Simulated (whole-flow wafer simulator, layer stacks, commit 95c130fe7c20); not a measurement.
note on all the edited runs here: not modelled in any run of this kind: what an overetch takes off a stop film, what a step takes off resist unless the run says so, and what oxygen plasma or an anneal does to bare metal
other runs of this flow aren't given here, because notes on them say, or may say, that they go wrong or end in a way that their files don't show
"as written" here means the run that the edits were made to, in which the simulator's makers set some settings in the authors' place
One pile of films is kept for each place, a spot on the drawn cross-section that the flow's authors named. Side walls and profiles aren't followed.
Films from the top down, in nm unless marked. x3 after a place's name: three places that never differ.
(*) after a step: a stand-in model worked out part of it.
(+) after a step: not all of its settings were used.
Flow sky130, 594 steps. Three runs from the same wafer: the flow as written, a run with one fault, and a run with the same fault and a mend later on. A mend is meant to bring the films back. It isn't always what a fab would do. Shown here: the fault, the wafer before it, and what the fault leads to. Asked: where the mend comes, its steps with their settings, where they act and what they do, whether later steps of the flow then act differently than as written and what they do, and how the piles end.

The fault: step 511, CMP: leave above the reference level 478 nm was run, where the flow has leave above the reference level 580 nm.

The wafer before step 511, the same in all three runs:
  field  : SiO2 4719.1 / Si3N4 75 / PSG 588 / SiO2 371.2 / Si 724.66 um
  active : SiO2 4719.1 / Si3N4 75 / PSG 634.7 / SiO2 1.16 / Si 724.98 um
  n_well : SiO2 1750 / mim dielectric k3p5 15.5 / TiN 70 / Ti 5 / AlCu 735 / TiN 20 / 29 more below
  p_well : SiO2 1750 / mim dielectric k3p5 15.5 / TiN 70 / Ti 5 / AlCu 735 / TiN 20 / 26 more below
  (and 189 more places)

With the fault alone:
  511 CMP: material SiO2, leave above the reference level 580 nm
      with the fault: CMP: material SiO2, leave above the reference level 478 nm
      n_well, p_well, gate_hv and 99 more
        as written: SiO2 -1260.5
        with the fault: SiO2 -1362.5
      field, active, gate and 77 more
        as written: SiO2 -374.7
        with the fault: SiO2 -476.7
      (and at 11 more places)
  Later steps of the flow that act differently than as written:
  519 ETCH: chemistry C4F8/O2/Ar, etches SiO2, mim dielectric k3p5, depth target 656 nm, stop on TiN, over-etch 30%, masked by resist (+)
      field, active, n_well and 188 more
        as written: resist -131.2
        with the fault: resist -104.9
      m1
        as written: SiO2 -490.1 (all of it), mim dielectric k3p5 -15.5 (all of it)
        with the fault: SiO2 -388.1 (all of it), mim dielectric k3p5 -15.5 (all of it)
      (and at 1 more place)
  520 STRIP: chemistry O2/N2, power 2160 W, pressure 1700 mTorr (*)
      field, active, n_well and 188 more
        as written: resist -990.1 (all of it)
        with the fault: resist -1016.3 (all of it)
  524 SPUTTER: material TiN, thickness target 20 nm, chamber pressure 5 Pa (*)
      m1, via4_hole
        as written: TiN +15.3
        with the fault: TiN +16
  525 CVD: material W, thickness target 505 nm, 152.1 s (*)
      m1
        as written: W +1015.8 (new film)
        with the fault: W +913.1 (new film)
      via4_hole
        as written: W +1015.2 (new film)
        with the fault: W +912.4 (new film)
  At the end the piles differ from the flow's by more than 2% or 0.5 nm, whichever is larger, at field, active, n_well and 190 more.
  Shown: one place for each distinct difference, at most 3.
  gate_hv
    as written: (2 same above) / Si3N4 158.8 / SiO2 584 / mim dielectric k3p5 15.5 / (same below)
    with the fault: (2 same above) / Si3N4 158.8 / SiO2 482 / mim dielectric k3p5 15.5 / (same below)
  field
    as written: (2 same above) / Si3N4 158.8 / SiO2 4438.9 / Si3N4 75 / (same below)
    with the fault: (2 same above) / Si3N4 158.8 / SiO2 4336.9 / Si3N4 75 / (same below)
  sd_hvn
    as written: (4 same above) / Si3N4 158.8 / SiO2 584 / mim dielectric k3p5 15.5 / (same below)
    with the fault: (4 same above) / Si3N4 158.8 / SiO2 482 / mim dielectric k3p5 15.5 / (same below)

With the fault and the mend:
  The mend comes after step 511.
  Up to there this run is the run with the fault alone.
  511a HDPCVD: thickness target 102 nm (*) (the flow's step 510 once more, with other settings)
      field, active, n_well and 190 more
        SiO2 +102
  No later step of the flow acts differently than as written at any place that is followed.
  At the end the piles are the same as the flow's at every place that both follow.
